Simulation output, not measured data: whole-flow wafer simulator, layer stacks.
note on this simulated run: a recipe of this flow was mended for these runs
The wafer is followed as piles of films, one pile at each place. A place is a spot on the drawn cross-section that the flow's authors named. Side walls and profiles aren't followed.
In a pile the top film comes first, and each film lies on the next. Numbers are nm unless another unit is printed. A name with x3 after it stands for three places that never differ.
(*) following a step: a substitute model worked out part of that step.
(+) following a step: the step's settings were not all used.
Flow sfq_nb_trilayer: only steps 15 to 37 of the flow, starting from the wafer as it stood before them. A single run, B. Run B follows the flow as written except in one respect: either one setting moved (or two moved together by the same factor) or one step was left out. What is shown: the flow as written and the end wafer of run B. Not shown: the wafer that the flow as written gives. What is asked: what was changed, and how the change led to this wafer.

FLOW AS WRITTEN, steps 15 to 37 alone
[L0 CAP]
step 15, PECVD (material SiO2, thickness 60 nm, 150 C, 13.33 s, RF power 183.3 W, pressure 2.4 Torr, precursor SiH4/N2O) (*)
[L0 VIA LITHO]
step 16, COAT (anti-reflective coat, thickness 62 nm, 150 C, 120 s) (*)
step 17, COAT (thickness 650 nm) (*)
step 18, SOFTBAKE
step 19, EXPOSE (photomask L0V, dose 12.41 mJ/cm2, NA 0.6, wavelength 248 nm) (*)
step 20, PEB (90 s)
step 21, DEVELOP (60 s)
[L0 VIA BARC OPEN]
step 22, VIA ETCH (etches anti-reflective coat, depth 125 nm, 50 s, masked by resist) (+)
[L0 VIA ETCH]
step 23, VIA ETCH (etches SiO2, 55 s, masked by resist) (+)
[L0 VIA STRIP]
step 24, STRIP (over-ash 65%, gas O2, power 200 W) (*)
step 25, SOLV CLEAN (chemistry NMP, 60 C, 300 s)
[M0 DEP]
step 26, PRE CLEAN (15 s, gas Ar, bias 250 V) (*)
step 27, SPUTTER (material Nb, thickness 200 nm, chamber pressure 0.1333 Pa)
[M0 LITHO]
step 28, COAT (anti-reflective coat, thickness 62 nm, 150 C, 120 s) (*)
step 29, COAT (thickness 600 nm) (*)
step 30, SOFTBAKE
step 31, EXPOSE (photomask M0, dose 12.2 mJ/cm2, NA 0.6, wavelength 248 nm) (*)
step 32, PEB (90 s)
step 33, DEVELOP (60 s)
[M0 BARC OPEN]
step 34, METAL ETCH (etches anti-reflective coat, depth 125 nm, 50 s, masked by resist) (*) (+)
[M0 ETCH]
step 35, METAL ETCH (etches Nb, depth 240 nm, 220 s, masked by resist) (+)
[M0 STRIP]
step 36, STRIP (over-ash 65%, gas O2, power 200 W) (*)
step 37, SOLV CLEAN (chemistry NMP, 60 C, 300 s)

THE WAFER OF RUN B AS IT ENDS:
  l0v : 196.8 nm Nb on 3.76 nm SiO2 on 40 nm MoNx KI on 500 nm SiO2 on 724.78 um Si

The reason: step 23, VIA ETCH: 35 s was run, while the flow as written has 55 s.

How this came from the change, step by step:
  step 23, VIA ETCH (etches SiO2, 55 s, masked by resist) (+)
      l0v: SiO2 loses 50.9 (as written it would have been: SiO2 loses 59.7 (all of it), MoNx KI loses 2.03)
      field_l, v_sur, via_wl and 102 more: KrF-resist-other-grade loses 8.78 (as written it would have been: KrF-resist-other-grade loses 13.8)
  step 26, PRE CLEAN (15 s, gas Ar, bias 250 V) (*)
      l0v: SiO2 loses 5 (as written it would have been: MoNx KI loses 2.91)
  step 28, COAT (anti-reflective coat, thickness 62 nm, 150 C, 120 s) (*)
      l0_sur: anti-reflective coat gains 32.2 (new film) (as written it would have been: anti-reflective coat gains 29.3 (new film))
      l0v: anti-reflective coat gains 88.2 (new film) (as written it would have been: anti-reflective coat gains 92.5 (new film))
  step 36, STRIP (over-ash 65%, gas O2, power 200 W) (*)
      l0_sur: KrF-resist-other-grade loses 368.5 (all of it), anti-reflective coat loses 32.2 (all of it) (as written it would have been: KrF-resist-other-grade loses 370 (all of it), anti-reflective coat loses 29.3 (all of it))
      l0v: KrF-resist-other-grade loses 370 (all of it), anti-reflective coat loses 88.2 (all of it) (as written it would have been: KrF-resist-other-grade loses 374.1 (all of it), anti-reflective coat loses 92.5 (all of it))
With metal films that touch counted as one body, l0v has 2 bodies (between them, from the top down: SiO2 3.76); the flow as written gives 1 body.
